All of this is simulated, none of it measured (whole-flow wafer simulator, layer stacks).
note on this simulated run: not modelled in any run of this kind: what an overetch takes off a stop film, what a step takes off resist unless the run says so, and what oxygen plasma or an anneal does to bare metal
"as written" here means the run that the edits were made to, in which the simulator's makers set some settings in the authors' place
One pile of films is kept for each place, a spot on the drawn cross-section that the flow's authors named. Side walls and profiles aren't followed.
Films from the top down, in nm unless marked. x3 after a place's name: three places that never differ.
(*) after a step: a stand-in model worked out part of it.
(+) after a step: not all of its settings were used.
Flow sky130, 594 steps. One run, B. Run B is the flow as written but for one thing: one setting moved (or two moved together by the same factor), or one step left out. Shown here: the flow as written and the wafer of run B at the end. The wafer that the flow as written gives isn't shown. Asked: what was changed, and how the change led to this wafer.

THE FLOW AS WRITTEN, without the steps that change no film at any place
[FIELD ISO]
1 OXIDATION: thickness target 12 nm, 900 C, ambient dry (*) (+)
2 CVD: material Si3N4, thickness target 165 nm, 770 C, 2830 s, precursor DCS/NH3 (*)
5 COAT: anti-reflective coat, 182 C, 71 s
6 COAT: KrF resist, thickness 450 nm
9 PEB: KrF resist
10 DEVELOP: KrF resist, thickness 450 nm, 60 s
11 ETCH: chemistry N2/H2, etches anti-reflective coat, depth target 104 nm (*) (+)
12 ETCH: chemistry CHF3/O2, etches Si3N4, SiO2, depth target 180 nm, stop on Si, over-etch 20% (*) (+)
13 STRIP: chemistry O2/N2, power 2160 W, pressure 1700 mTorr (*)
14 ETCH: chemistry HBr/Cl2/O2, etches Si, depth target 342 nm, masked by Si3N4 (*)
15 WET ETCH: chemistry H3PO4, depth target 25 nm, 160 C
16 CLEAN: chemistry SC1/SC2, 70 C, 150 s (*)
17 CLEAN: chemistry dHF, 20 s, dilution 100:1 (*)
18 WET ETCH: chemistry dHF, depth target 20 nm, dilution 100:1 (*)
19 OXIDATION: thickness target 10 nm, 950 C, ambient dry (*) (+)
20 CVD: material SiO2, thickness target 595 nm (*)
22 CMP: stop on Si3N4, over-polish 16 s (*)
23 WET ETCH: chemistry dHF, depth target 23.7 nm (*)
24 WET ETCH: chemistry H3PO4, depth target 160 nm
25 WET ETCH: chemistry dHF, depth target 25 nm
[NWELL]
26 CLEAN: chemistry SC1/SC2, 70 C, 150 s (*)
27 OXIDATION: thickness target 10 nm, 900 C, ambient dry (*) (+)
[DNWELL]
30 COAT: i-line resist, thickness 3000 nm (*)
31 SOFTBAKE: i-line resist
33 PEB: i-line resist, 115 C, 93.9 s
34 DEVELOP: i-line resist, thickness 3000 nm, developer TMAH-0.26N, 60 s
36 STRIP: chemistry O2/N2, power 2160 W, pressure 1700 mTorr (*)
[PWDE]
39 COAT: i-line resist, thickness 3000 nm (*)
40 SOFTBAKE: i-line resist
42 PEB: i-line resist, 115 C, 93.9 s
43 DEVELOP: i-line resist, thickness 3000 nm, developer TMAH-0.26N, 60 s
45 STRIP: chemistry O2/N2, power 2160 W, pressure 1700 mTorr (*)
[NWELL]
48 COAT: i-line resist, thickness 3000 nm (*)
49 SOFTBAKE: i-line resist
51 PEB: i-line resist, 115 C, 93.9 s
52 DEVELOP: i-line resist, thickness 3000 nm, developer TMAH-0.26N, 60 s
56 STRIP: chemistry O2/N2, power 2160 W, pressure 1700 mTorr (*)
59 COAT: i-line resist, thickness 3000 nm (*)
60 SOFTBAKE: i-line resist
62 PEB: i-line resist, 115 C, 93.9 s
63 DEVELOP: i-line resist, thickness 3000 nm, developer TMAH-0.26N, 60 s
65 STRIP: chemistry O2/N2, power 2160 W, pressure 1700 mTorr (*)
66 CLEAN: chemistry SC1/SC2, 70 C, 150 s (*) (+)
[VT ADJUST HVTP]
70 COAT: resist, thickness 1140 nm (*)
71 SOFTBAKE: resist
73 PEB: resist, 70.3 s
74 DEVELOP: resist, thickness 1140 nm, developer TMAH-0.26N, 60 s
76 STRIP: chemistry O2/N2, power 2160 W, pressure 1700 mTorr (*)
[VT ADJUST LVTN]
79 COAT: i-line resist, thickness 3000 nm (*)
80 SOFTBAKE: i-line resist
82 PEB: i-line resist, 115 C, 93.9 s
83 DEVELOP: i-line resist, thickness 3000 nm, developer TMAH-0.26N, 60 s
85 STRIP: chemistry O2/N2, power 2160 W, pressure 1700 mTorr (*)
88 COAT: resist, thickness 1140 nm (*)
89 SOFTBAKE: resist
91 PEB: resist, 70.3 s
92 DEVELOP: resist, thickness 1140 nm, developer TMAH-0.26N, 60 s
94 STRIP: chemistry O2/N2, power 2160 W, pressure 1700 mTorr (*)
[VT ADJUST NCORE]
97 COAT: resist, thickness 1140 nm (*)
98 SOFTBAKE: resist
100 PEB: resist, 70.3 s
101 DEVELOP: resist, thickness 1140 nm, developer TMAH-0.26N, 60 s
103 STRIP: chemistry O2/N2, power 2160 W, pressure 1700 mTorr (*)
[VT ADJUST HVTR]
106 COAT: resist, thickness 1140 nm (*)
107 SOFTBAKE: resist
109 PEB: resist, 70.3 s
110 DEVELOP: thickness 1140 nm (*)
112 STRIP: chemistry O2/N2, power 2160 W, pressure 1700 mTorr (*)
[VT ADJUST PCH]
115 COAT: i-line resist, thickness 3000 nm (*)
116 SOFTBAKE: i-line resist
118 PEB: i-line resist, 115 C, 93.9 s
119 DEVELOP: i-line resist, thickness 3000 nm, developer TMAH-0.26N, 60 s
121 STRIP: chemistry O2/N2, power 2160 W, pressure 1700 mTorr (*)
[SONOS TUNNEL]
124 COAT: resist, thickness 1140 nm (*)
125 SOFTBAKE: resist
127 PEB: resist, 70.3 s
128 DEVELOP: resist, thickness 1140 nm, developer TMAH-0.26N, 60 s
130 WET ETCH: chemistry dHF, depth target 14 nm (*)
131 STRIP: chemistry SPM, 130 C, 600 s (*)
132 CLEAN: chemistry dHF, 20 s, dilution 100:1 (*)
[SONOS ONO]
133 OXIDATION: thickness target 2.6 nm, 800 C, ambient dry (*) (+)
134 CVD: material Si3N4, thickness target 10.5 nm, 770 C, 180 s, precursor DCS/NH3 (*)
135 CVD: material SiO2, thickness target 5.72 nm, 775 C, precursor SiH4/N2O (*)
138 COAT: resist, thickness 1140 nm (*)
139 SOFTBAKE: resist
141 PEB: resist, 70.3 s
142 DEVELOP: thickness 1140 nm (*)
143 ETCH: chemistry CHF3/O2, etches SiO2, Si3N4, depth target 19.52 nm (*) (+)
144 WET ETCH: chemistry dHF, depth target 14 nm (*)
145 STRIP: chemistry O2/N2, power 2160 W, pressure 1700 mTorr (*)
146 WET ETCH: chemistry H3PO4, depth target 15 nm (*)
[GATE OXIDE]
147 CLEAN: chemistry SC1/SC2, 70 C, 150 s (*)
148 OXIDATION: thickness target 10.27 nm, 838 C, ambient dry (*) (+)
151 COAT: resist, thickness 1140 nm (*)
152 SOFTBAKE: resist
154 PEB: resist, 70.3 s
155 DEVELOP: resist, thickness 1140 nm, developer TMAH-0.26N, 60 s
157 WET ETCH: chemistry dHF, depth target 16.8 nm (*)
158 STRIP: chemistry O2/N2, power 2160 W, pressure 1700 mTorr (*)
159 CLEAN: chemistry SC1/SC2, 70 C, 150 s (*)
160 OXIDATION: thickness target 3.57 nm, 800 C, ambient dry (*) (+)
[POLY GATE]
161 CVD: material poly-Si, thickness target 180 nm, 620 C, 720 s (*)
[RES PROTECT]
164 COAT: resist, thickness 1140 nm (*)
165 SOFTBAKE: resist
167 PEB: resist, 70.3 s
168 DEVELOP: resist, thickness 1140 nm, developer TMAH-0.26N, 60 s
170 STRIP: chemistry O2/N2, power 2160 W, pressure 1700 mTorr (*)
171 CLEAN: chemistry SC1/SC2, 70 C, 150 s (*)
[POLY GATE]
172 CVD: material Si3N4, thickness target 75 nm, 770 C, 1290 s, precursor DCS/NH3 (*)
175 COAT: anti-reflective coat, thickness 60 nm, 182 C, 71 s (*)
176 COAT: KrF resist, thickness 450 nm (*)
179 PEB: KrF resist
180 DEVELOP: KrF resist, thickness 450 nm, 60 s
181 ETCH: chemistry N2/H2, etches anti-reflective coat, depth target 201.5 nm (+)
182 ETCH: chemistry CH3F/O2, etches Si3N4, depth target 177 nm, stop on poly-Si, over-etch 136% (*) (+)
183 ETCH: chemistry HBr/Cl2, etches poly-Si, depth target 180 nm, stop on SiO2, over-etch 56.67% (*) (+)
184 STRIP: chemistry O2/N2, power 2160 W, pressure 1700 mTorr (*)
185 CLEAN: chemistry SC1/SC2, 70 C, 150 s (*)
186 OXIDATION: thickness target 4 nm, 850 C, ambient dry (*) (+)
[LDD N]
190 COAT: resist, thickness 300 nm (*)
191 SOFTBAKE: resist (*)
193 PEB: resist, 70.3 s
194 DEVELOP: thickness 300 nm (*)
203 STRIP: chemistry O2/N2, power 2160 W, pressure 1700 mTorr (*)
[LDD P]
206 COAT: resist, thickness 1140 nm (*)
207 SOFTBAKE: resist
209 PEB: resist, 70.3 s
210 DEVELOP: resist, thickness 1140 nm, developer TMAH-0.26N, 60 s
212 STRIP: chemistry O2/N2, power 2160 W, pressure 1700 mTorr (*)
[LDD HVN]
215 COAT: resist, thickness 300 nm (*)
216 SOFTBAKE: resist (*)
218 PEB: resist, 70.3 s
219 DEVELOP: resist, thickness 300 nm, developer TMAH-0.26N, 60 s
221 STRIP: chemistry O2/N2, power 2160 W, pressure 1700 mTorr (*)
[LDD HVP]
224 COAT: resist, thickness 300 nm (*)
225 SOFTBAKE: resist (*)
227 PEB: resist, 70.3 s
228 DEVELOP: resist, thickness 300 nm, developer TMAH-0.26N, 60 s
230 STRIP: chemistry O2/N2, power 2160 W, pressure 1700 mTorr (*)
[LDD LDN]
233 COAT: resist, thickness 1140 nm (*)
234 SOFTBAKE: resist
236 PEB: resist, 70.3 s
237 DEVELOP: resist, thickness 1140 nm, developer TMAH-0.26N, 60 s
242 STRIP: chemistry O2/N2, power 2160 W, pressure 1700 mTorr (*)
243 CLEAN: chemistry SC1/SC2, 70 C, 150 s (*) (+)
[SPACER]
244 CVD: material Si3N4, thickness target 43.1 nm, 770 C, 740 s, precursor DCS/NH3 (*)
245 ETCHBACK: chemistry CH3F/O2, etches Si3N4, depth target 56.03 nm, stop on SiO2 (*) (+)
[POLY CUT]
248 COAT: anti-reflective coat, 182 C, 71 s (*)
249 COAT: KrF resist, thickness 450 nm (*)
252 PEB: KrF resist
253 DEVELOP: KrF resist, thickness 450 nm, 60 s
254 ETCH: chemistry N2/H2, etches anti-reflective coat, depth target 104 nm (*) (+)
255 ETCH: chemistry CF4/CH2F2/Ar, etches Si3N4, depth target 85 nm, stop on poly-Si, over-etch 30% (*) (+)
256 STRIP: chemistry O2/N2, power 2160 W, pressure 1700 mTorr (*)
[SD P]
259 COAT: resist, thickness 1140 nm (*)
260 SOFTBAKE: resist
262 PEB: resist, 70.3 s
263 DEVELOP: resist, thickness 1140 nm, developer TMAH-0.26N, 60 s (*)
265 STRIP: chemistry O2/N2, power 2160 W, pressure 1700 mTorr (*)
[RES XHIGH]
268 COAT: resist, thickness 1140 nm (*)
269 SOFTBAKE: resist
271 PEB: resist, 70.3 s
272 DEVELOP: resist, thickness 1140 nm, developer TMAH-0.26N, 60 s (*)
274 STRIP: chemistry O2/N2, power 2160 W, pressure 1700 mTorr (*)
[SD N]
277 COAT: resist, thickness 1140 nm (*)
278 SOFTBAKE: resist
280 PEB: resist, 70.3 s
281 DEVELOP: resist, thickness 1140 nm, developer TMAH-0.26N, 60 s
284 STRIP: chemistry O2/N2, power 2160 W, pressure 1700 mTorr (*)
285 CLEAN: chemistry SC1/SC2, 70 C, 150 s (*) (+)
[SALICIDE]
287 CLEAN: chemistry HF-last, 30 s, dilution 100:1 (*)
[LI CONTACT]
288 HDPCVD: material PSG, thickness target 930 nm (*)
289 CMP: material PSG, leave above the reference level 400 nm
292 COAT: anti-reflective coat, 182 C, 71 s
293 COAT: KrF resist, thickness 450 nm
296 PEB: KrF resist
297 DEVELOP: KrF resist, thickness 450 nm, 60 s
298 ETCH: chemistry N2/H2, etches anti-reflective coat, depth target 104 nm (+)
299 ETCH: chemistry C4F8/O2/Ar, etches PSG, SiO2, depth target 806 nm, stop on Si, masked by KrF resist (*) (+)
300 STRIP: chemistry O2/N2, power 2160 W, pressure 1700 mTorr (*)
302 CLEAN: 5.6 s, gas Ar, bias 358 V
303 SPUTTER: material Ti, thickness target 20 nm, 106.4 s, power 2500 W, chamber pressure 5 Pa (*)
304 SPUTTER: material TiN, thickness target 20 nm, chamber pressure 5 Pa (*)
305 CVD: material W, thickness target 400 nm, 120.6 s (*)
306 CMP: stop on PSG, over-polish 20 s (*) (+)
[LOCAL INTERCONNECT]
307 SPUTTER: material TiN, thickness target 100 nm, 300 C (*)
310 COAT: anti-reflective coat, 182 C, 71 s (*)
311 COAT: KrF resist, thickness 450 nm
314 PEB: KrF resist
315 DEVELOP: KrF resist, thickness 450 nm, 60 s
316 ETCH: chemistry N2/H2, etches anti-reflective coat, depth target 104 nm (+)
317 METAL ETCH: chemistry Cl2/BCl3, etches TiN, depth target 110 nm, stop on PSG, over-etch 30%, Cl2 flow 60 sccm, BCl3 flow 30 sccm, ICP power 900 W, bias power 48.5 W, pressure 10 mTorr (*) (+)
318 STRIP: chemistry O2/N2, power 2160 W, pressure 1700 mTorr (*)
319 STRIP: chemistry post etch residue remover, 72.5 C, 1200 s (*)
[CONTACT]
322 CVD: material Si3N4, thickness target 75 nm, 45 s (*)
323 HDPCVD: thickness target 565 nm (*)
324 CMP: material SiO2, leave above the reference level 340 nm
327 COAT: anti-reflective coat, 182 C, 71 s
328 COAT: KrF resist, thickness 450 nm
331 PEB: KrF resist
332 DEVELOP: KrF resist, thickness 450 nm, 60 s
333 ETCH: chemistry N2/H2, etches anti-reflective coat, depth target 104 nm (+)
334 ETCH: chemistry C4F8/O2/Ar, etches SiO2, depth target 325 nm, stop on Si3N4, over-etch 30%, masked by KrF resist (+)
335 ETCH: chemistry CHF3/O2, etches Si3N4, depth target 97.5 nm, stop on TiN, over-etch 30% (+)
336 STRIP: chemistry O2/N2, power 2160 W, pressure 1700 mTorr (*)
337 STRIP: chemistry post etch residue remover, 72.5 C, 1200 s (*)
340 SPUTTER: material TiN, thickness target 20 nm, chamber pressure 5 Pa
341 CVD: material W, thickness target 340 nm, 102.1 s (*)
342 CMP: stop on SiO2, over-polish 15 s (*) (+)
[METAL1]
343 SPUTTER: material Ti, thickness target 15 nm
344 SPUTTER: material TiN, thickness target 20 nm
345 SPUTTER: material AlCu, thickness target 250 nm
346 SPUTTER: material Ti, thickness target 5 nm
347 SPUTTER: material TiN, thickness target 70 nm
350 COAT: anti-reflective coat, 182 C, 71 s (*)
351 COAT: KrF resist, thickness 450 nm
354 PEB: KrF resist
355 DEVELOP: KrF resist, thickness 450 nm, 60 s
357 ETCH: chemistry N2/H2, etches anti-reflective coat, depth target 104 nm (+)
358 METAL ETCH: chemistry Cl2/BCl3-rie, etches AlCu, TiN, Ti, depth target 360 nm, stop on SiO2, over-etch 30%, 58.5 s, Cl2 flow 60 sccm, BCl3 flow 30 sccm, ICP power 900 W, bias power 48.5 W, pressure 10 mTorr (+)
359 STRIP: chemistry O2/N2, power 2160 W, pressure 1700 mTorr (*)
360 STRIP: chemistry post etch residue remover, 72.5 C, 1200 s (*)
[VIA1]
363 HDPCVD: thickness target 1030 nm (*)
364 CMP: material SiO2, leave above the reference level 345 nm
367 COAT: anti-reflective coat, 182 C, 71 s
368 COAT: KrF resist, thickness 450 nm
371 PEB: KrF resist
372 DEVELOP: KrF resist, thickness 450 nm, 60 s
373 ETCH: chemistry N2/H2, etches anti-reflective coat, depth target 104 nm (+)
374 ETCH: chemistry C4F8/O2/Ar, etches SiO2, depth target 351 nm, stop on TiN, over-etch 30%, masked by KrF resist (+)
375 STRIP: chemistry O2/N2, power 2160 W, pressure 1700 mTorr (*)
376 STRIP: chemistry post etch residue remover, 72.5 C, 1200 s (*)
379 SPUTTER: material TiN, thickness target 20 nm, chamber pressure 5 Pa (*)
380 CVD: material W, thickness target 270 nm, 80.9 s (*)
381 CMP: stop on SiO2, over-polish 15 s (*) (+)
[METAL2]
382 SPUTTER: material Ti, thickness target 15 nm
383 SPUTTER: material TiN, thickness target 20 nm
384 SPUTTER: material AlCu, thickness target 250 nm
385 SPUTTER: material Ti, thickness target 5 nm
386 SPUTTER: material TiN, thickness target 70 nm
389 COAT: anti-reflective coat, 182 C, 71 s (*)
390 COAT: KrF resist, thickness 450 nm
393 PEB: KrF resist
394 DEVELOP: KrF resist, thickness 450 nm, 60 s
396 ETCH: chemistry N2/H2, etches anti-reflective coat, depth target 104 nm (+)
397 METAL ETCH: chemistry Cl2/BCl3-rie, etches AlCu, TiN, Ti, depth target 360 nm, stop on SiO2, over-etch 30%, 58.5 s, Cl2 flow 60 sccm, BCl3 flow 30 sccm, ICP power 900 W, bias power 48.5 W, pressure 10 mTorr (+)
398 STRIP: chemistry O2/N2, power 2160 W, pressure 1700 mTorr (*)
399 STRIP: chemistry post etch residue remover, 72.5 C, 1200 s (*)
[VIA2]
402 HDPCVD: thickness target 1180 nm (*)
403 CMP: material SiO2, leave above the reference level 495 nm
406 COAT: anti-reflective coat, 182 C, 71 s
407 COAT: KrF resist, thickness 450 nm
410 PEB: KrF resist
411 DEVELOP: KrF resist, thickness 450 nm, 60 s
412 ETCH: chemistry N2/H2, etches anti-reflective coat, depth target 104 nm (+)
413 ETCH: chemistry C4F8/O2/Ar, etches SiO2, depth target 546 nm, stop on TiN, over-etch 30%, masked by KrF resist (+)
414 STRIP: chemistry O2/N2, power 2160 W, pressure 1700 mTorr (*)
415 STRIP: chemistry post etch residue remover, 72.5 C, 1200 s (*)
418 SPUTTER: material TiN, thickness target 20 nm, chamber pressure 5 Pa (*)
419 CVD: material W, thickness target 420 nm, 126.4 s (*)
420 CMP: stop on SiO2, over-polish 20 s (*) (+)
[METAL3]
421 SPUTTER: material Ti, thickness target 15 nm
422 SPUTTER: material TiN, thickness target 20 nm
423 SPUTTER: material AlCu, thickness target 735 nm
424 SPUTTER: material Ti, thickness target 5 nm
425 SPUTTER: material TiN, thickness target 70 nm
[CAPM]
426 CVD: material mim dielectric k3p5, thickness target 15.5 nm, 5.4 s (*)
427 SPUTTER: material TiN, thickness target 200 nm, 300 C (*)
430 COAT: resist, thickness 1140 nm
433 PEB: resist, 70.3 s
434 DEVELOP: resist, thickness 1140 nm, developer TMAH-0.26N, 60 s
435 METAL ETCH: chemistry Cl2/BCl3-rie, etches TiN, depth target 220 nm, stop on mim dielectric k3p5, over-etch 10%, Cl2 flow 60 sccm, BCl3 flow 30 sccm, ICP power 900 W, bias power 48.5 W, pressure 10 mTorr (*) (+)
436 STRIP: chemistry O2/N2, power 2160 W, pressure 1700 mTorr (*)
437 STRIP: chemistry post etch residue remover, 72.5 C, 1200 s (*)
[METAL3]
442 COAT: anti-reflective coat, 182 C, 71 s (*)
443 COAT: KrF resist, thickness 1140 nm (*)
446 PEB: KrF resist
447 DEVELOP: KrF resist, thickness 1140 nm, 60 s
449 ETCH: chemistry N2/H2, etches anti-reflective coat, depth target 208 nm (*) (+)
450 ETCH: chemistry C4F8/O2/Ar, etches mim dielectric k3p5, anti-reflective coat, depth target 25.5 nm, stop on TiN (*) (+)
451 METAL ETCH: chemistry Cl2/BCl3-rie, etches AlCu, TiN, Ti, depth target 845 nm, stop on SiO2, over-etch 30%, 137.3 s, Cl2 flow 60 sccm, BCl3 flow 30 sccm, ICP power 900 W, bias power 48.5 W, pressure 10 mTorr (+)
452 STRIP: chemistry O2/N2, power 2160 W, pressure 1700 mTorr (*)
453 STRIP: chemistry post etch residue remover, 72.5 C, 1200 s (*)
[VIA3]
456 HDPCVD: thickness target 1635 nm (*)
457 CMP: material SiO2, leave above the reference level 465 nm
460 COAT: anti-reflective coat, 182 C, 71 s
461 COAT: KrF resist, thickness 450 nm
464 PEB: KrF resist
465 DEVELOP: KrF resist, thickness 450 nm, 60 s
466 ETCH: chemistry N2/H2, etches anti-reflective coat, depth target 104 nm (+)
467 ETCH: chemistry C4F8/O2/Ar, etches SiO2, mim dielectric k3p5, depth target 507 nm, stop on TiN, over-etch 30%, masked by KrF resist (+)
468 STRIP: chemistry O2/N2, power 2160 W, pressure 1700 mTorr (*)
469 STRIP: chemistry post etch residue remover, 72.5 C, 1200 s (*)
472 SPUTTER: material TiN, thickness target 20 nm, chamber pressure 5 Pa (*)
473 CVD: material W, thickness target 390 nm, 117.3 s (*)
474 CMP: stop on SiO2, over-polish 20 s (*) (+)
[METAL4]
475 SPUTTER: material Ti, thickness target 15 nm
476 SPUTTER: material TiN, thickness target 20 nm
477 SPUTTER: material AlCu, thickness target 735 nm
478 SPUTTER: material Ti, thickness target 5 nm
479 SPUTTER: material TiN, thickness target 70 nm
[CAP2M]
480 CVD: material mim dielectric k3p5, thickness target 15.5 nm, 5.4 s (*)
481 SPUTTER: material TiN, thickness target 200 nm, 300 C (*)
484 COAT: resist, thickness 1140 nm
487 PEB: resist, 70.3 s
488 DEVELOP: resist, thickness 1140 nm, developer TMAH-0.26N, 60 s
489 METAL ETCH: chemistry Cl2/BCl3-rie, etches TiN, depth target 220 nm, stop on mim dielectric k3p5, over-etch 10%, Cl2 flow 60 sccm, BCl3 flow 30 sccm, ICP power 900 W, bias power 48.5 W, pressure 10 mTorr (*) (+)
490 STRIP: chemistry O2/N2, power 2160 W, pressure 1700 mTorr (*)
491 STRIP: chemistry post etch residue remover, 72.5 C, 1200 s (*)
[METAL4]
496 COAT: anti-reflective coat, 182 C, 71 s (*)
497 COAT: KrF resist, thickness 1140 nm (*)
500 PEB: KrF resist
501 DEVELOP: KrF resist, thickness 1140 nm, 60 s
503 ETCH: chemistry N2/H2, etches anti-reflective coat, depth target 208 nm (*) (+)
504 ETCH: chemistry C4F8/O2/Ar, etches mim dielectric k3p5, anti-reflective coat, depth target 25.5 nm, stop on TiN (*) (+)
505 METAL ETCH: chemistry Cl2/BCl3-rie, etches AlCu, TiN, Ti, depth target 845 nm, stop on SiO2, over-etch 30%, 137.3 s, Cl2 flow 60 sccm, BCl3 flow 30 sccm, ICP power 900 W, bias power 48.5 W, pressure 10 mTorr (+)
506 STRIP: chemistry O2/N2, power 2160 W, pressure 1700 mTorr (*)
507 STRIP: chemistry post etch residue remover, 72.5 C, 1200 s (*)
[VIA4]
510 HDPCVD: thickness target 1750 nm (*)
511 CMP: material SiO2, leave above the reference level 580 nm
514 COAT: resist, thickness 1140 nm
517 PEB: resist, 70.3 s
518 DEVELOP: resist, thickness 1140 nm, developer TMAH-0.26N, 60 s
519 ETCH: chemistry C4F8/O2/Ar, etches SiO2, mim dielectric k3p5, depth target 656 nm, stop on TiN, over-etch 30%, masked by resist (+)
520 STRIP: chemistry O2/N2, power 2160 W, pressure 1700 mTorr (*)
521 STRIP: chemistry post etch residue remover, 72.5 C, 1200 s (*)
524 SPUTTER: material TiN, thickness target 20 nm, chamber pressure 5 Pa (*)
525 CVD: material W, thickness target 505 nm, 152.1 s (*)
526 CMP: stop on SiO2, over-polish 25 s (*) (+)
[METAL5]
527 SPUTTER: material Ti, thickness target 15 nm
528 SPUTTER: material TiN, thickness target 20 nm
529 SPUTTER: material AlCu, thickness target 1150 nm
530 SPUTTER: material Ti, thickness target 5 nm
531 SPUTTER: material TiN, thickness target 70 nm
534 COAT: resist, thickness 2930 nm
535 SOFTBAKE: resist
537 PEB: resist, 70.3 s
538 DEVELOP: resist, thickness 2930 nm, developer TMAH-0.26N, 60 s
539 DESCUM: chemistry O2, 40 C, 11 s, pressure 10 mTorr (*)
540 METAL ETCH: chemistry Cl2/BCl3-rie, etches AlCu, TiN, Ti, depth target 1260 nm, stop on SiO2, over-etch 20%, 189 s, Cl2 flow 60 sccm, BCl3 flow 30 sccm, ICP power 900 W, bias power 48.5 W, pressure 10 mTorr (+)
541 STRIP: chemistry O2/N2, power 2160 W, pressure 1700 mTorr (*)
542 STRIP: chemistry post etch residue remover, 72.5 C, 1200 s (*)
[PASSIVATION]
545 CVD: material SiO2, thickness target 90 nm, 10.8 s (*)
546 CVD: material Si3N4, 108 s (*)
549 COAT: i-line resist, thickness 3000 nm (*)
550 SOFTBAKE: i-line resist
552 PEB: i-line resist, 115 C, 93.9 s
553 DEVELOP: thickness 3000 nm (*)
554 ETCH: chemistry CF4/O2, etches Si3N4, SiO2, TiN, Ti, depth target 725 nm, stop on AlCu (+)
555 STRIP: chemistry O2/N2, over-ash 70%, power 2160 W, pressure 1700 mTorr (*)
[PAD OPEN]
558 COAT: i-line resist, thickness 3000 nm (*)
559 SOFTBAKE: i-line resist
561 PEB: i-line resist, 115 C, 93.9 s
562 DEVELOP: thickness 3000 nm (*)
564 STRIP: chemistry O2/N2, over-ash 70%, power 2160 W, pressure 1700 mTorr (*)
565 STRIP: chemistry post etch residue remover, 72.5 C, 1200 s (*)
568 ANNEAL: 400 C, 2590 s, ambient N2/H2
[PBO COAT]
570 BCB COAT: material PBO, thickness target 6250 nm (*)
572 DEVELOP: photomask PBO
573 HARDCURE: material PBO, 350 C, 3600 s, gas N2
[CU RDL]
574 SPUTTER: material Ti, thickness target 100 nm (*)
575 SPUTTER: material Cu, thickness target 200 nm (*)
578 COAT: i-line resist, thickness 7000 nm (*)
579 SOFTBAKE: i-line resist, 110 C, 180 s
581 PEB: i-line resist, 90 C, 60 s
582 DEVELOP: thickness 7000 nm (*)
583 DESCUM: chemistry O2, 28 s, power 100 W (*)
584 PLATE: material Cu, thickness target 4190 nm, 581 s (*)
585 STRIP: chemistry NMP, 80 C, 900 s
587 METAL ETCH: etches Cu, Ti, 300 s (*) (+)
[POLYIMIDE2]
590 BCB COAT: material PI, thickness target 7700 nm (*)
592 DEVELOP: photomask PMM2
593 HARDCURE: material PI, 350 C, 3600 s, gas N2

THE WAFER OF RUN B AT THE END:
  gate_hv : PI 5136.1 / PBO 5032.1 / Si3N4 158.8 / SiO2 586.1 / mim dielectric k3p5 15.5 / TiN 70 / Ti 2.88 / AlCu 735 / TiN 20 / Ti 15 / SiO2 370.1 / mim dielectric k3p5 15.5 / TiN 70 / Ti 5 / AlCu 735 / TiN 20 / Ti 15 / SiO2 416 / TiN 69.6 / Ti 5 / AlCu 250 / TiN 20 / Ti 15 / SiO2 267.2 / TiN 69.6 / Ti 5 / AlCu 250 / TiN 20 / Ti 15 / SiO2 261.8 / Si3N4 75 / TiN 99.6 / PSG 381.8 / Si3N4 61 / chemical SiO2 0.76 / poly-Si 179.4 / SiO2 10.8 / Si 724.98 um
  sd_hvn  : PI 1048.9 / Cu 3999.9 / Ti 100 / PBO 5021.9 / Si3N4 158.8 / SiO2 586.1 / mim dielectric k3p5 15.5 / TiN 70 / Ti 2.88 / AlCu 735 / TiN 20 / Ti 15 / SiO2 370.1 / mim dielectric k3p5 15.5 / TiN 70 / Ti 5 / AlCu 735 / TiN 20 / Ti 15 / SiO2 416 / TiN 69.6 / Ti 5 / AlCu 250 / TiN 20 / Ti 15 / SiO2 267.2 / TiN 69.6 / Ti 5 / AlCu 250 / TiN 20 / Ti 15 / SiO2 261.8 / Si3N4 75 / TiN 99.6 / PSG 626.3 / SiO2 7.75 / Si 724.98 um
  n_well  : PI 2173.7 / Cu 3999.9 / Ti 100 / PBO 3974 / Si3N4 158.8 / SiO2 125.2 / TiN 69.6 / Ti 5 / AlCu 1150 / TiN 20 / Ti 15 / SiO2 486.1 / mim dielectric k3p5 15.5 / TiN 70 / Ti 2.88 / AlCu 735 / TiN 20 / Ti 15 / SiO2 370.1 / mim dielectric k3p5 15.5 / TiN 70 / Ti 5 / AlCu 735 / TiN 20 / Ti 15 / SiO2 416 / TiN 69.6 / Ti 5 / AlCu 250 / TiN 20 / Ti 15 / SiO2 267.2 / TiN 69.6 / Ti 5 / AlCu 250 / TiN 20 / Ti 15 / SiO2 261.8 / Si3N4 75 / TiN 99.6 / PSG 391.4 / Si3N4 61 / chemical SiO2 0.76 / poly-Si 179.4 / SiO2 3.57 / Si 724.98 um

The cause: step 478, SPUTTER: thickness target 2.88 nm was run, where the flow has thickness target 5 nm.
It can be read off the wafer: gate_hv has Ti 2.88, and step 478 as written asks for 5 nm.

How the change led to this, step by step:
  478 SPUTTER: material Ti, thickness target 5 nm
      field, active, n_well and 189 more: Ti +2.88 (new film) (as written it would be: Ti +5 (new film))
  505 METAL ETCH: chemistry Cl2/BCl3-rie, etches AlCu, TiN, Ti, depth target 845 nm, stop on SiO2, over-etch 30%, 137.3 s, Cl2 flow 60 sccm, BCl3 flow 30 sccm, ICP power 900 W, bias power 48.5 W, pressure 10 mTorr (+)
      field, gate, spacer and 68 more: TiN -70 (all of it), Ti -2.88 (all of it), AlCu -735 (all of it), TiN -20 (all of it), Ti -15 (all of it), SiO2 -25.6 (as written it would be: TiN -70 (all of it), Ti -5 (all of it), AlCu -735 (all of it), TiN -20 (all of it), Ti -15 (all of it), SiO2 -25.4)
      active, vpp_iso1, mim_edge_plate and 14 more: TiN -70 (all of it), Ti -2.88 (all of it), AlCu -735 (all of it), TiN -20 (all of it), Ti -15 (all of it), SiO2 -25.6 (as written it would be: TiN -70 (all of it), Ti -5 (all of it), AlCu -735 (all of it), TiN -20 (all of it), Ti -15 (all of it), SiO2 -25.3)
